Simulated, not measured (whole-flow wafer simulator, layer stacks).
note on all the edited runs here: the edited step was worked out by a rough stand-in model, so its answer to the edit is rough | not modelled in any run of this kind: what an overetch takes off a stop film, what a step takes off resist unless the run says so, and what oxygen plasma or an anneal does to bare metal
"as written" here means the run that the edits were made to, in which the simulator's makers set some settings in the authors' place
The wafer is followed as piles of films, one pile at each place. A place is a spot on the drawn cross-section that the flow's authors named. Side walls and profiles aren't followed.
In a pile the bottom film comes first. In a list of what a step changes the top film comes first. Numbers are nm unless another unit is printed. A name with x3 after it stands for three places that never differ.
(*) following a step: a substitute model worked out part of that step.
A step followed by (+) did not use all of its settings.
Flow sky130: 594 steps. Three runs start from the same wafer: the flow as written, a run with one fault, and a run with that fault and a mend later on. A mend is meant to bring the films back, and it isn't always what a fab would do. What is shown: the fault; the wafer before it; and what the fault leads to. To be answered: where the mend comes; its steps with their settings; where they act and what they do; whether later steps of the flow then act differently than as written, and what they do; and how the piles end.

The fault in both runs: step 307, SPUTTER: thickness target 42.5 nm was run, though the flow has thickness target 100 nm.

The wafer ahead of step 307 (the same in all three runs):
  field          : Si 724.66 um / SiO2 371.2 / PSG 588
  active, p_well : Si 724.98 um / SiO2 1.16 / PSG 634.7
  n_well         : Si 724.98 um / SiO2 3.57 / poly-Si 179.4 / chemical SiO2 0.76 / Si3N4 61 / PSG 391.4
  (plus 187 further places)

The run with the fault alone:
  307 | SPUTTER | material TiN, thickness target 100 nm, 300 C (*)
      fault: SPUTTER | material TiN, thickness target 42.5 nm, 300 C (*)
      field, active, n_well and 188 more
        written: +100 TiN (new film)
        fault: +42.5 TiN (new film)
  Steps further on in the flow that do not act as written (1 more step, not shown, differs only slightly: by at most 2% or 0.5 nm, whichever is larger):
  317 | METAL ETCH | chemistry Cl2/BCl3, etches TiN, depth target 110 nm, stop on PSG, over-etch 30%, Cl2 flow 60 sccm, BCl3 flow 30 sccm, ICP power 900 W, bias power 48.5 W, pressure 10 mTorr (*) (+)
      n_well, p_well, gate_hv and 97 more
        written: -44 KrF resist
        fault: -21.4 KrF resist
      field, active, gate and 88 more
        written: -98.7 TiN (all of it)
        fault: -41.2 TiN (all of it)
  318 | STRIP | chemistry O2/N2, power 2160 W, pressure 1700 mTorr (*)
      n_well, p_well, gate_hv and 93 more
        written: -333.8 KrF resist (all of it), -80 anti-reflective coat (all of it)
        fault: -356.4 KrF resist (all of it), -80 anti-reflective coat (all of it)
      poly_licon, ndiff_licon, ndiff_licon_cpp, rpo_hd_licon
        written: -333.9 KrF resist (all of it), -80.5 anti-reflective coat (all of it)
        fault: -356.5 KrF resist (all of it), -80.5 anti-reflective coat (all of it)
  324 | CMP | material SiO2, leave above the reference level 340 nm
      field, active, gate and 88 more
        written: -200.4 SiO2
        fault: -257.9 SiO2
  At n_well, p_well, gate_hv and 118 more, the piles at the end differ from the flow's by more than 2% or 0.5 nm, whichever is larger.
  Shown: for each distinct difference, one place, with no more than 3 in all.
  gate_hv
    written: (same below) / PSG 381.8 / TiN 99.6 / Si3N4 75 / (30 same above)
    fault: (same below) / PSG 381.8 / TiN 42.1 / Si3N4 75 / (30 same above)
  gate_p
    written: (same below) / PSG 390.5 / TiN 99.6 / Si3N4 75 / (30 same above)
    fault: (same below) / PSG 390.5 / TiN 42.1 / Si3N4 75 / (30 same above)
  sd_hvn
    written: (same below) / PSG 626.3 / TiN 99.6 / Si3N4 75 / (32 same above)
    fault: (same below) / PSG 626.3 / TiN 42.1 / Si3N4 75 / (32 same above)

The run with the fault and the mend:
  The mend follows step 307.
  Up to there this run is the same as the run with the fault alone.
  307a | SPUTTER | material TiN, thickness target 57.5 nm, 300 C (*) (a further turn of the flow's step 307, with different settings)
      field, active, n_well and 188 more
        +57.5 TiN
  Later steps of the flow that are run all act as written at every place that is followed, up to a difference of at most 2% or 0.5 nm, whichever is larger.
  At every place that both follow, the piles at the end match the flow's.
